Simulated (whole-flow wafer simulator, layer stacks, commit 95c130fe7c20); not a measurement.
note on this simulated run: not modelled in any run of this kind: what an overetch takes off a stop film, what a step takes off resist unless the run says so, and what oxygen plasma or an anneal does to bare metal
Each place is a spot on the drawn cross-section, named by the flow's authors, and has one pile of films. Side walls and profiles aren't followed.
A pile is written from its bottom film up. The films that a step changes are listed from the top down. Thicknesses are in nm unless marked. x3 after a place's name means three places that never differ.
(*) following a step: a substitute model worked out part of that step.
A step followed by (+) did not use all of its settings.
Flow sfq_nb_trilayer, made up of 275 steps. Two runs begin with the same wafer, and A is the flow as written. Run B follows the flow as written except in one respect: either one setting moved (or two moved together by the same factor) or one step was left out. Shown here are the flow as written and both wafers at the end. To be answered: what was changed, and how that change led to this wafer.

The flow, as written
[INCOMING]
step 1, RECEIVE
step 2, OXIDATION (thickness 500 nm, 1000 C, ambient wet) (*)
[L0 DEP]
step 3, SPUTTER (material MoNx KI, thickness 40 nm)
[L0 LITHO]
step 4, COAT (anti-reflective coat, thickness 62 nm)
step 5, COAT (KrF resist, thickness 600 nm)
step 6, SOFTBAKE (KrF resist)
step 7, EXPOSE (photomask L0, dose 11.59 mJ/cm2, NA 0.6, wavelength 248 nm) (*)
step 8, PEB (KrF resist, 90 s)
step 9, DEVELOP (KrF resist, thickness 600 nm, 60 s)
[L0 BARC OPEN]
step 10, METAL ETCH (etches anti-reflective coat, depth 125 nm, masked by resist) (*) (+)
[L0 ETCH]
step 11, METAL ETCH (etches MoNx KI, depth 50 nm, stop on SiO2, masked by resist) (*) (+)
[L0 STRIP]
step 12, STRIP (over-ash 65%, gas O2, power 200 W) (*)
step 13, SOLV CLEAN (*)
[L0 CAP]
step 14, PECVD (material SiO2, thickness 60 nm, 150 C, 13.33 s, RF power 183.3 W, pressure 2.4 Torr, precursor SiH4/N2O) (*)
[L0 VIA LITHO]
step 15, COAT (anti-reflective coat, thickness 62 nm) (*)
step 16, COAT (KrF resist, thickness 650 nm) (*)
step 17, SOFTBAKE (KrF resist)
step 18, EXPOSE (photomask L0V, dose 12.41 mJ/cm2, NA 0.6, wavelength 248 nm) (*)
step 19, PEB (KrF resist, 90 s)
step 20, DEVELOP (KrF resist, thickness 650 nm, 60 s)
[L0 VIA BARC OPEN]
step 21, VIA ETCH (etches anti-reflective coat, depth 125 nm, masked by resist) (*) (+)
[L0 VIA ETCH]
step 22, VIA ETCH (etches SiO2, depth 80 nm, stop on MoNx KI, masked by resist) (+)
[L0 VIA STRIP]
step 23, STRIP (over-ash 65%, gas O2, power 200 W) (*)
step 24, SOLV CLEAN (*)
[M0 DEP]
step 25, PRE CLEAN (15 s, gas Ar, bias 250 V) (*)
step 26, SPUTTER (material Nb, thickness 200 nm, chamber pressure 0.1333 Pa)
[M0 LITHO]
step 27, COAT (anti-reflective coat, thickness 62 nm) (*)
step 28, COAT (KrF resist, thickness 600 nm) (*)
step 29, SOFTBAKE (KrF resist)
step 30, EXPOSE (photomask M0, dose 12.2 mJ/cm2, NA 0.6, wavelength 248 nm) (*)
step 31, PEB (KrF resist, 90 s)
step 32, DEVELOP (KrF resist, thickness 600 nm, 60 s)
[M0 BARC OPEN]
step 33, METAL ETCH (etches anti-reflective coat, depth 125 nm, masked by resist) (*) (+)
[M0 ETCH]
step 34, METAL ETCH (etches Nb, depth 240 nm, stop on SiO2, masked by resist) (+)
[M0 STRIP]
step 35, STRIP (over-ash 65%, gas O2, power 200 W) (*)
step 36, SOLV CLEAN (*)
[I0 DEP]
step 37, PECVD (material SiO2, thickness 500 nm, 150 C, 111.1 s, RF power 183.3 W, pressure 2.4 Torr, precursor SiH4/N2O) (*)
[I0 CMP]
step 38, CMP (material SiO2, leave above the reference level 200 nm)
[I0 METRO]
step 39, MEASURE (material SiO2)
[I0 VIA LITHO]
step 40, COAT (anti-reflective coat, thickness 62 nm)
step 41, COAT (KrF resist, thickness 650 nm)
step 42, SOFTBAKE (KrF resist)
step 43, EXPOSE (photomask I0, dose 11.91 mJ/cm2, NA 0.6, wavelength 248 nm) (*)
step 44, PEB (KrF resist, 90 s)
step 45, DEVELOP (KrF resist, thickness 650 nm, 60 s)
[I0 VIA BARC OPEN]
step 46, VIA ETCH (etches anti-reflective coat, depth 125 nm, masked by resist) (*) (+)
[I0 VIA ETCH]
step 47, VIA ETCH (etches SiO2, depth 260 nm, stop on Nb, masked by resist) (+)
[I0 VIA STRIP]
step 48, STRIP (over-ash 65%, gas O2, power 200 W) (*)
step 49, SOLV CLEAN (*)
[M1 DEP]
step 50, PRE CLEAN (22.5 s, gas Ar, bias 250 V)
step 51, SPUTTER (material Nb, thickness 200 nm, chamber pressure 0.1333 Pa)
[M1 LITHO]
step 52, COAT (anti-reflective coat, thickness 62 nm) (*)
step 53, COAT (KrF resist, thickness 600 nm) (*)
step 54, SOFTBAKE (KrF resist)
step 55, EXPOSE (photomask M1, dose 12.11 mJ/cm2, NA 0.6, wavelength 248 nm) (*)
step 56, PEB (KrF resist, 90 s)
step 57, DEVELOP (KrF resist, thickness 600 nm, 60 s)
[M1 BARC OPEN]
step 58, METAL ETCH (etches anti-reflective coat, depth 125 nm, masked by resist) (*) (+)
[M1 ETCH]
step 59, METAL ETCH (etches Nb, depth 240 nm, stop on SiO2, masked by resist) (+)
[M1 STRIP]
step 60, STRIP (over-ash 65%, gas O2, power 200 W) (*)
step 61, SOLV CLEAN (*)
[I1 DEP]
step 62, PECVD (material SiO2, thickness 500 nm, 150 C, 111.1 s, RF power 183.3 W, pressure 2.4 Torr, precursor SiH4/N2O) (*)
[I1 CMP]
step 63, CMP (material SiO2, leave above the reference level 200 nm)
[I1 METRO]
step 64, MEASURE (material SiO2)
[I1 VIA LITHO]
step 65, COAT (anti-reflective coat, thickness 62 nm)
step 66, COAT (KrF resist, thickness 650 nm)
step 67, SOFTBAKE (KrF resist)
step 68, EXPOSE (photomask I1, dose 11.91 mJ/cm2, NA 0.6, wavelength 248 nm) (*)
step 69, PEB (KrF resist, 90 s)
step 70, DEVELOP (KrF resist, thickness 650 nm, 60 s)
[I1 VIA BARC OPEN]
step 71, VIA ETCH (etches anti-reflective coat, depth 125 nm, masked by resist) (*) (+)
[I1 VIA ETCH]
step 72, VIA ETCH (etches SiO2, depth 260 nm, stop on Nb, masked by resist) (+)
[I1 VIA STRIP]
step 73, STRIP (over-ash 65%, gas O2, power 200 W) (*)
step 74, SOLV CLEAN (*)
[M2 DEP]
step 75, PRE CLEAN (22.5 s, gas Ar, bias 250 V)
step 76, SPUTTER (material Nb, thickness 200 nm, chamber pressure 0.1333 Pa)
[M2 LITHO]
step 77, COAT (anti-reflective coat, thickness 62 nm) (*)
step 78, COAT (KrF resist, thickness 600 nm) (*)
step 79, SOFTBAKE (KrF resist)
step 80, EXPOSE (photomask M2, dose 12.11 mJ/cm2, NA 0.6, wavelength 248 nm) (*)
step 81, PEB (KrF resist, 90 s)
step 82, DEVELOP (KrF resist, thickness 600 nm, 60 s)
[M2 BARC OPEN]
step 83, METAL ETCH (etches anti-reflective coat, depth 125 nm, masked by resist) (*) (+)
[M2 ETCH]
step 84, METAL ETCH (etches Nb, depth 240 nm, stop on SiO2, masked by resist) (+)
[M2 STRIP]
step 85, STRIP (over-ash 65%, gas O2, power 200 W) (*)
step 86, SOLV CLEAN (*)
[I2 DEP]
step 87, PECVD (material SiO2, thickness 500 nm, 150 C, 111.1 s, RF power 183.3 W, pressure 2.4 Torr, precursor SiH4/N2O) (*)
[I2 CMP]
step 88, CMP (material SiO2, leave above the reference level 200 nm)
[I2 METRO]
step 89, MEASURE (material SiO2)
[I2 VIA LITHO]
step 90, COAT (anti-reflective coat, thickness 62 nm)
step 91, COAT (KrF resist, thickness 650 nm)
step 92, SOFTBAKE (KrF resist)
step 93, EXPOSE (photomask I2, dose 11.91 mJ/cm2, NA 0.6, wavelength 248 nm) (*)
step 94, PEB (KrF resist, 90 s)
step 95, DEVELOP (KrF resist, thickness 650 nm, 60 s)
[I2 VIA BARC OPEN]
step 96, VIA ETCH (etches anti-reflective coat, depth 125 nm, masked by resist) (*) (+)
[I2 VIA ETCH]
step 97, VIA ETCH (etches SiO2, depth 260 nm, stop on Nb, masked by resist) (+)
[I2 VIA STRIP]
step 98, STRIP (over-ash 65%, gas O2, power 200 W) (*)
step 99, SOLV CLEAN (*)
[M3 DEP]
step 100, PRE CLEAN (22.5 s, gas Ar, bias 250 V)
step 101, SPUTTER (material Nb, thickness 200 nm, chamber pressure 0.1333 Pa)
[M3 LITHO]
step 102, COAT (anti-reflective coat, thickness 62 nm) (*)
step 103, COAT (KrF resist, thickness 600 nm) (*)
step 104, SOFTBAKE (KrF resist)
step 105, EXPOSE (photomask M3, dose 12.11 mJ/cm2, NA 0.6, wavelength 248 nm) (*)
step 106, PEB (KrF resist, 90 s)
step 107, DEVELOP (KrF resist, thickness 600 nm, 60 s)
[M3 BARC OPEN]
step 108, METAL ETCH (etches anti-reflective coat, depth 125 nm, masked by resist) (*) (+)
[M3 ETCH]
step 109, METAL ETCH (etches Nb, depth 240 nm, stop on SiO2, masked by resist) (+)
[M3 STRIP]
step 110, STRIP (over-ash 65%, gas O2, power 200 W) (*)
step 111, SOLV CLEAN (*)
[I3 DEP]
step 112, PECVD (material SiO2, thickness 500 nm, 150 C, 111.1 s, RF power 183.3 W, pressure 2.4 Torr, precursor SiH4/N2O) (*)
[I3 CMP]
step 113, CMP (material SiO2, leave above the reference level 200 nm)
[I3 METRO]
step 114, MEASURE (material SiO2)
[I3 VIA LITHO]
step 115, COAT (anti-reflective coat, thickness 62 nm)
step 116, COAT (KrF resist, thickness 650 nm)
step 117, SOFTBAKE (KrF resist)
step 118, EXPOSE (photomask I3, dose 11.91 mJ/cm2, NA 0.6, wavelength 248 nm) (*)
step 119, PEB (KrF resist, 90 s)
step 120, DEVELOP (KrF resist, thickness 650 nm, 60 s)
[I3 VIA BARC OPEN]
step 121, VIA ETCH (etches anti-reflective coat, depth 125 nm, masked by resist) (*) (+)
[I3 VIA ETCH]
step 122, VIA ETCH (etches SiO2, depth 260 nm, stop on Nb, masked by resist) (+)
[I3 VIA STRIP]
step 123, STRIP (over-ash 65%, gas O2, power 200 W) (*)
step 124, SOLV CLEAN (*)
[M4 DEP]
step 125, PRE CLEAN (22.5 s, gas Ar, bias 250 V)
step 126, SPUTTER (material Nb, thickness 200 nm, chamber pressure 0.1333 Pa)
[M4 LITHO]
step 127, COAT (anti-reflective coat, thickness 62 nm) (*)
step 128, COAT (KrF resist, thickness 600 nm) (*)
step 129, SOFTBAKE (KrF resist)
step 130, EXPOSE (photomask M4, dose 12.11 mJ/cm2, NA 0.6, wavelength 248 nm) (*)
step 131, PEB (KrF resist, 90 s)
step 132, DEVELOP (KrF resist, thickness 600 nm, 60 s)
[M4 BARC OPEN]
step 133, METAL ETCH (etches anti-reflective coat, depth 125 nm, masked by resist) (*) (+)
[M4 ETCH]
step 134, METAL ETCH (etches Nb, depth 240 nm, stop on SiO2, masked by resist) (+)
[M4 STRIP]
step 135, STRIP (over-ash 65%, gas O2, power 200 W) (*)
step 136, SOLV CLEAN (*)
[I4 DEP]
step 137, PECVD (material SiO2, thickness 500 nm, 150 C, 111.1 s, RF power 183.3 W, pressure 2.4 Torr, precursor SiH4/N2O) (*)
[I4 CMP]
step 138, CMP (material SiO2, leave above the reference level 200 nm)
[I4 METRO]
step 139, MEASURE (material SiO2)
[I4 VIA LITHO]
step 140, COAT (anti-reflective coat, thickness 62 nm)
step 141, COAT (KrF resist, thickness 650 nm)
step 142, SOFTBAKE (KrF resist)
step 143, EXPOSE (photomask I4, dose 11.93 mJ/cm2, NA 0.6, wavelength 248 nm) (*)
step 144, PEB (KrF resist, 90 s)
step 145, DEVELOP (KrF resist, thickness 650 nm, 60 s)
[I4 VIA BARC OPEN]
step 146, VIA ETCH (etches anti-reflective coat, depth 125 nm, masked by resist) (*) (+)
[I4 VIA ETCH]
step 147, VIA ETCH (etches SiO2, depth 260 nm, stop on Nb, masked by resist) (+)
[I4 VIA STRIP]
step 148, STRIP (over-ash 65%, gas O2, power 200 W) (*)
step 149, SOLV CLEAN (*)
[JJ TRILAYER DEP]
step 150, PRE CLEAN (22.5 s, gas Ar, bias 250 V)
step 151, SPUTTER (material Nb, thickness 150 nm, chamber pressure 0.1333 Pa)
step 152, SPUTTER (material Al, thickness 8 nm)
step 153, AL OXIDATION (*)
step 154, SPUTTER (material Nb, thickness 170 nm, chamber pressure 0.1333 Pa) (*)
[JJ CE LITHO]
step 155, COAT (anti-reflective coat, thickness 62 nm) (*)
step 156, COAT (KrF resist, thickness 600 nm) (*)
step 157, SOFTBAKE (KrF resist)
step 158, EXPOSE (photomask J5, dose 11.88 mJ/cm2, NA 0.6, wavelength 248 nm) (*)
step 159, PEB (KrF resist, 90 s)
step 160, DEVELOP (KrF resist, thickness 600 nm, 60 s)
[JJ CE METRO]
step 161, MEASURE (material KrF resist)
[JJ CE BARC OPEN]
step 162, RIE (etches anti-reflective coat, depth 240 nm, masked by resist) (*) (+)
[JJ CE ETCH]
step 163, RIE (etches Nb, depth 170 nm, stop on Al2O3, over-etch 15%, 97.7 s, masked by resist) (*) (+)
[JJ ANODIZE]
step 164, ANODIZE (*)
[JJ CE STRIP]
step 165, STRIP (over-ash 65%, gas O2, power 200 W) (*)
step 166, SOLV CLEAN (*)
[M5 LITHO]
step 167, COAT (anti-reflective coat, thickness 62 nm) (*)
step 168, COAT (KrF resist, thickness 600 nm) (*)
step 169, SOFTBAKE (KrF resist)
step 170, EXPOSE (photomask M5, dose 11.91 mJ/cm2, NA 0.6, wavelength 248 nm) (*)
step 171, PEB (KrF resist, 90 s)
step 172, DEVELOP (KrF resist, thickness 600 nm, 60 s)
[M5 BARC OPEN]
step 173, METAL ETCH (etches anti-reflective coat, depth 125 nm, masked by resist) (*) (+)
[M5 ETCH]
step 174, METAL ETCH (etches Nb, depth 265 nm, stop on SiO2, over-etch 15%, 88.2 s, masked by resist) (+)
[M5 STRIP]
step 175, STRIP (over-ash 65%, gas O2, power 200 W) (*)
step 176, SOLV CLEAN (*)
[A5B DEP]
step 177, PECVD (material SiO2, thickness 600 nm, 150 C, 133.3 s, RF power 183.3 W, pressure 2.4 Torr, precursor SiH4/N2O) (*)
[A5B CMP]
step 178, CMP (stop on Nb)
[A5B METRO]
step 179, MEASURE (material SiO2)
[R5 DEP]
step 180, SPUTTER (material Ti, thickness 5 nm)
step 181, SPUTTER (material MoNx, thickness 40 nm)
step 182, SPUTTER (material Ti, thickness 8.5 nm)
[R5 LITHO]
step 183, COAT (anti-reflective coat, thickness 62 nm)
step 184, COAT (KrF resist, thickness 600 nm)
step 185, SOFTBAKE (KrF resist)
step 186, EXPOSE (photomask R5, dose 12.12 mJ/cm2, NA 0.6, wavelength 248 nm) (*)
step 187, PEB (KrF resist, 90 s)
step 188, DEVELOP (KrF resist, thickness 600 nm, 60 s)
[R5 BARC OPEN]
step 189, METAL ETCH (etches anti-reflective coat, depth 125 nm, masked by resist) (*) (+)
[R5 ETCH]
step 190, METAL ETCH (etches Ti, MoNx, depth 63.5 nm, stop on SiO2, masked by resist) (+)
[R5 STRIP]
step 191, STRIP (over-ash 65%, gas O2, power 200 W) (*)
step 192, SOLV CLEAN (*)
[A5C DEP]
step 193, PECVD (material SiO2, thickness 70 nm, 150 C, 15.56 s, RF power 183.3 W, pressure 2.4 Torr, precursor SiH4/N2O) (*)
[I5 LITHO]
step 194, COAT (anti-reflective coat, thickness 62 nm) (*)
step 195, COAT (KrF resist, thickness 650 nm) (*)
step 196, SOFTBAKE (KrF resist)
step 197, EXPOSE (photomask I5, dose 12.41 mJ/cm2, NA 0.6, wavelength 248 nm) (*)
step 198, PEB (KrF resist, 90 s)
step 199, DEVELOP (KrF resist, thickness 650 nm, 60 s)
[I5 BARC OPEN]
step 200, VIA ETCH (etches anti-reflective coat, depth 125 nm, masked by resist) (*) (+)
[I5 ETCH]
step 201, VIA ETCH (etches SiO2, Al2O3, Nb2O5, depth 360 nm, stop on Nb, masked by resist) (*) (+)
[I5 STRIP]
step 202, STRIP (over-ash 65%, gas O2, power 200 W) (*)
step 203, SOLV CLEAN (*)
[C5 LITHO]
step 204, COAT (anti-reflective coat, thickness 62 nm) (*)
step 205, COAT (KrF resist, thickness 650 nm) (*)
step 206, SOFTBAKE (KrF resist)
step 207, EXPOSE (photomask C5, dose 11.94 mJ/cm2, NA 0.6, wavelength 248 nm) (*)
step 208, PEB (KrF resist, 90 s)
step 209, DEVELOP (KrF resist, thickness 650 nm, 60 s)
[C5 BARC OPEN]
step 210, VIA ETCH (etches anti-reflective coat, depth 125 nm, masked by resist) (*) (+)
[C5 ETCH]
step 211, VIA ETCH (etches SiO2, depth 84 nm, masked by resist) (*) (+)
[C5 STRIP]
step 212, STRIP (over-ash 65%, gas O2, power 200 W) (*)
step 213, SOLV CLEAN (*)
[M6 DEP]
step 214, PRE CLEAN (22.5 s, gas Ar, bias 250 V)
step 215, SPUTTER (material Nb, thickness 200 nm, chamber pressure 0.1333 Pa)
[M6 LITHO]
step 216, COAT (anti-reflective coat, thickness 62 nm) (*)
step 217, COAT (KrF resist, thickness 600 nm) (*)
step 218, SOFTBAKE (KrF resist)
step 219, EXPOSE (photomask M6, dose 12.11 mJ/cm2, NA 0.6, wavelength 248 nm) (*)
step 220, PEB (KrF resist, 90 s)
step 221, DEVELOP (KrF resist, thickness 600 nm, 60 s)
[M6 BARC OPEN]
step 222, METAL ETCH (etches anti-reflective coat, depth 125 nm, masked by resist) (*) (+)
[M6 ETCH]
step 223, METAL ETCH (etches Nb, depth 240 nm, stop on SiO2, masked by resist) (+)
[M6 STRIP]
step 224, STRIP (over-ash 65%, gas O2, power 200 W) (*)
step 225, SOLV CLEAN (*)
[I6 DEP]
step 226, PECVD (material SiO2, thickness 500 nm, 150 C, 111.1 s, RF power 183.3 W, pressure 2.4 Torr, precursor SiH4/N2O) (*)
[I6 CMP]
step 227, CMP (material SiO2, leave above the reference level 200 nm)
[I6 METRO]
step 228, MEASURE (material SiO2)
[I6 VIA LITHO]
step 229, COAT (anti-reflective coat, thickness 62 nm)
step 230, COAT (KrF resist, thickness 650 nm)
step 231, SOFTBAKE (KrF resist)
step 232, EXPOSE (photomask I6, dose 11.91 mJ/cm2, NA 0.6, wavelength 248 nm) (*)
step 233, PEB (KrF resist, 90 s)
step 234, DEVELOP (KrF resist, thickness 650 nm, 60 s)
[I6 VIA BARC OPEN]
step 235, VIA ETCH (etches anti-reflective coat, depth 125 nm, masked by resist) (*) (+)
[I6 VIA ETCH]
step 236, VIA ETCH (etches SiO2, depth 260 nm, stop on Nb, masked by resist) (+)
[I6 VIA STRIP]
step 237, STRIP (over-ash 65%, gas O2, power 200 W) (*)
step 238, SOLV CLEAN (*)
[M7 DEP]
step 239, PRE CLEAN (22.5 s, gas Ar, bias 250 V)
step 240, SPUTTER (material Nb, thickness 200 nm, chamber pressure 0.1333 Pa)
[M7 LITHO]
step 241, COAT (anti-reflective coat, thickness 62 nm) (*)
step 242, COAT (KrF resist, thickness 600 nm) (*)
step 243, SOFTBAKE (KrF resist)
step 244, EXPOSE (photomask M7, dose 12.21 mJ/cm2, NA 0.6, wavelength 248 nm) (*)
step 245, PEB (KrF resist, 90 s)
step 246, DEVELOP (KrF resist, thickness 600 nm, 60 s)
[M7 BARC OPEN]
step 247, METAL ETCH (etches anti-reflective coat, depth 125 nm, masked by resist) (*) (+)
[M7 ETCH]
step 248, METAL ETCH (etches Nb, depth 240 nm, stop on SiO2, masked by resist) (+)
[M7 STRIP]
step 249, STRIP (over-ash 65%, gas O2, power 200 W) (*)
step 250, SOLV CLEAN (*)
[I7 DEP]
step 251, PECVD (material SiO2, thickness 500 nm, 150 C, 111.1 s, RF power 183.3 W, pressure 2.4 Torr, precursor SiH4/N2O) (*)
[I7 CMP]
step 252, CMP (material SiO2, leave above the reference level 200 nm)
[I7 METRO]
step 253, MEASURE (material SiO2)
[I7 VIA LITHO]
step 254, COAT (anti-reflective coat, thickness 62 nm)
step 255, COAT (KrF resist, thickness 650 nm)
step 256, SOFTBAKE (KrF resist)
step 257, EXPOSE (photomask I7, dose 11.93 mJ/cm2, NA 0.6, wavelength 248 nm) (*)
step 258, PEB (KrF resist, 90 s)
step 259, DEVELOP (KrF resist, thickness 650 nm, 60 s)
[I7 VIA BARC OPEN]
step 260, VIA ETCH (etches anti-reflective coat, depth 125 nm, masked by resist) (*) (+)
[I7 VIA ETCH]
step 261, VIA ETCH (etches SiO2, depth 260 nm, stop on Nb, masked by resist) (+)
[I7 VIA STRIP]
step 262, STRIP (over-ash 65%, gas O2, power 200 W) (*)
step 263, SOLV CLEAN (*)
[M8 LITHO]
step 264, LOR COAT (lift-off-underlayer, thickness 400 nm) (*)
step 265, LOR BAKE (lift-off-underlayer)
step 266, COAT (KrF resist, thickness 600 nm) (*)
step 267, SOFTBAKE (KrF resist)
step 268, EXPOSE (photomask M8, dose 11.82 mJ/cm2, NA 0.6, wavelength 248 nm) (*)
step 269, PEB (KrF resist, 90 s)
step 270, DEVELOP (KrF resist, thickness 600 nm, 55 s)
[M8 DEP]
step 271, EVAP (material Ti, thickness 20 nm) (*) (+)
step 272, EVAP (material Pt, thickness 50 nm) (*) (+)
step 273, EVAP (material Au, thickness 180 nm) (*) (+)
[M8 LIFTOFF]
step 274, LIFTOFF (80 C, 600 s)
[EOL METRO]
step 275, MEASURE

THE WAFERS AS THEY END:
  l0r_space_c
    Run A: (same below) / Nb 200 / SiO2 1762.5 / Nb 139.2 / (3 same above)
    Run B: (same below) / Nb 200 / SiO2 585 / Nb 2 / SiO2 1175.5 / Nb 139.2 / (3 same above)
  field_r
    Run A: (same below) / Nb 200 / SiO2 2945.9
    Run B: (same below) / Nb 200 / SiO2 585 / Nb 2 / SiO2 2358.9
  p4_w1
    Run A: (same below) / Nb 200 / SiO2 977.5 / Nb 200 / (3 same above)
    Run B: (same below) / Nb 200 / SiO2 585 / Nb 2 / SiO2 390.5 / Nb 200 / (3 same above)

What caused this: step 84, METAL ETCH: depth 198 nm was run, whereas the flow has depth 240 nm.

The path from the change to this, step by step:
  step 84, METAL ETCH (etches Nb, depth 240 nm, stop on SiO2, masked by resist) (+)
      field_l, be, be_sur and 81 more: A -200 Nb (all of it) | B -198 Nb
      v_sur, via_wl, via_w and 19 more: A -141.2 KrF resist | B -116.5 KrF resist
  step 85, STRIP (over-ash 65%, gas O2, power 200 W) (*)
      wl_j_sl, wl_jj, wl_j_sr and 12 more: A -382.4 KrF resist (all of it), -62 anti-reflective coat (all of it) | B -407.1 KrF resist (all of it), -62 anti-reflective coat (all of it)
      v_sur: A -380 KrF resist (all of it), -61.4 anti-reflective coat (all of it) | B -404.7 KrF resist (all of it), -61.4 anti-reflective coat (all of it)
      (as well as at 6 more places)
  step 87, PECVD (material SiO2, thickness 500 nm, 150 C, 111.1 s, RF power 183.3 W, pressure 2.4 Torr, precursor SiH4/N2O) (*)
      field_l, be, be_sur and 81 more: A +500 SiO2 | B +500 SiO2 (new film)
Taking metal films that touch as one body, l0r_space_c has 3 bodies (between them, from the top down: SiO2 1175.5; SiO2 585); the flow as written gives 2 bodies (between them, from the top down: SiO2 1762.5).
Taking metal films that touch as one body, field_r has 2 bodies (between them, from the top down: SiO2 585); the flow as written gives 1 body.
Taking metal films that touch as one body, p4_w1 has 4 bodies (between them, from the top down: SiO2 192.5; SiO2 390.5; SiO2 585); the flow as written gives 3 bodies (between them, from the top down: SiO2 192.5; SiO2 977.5).
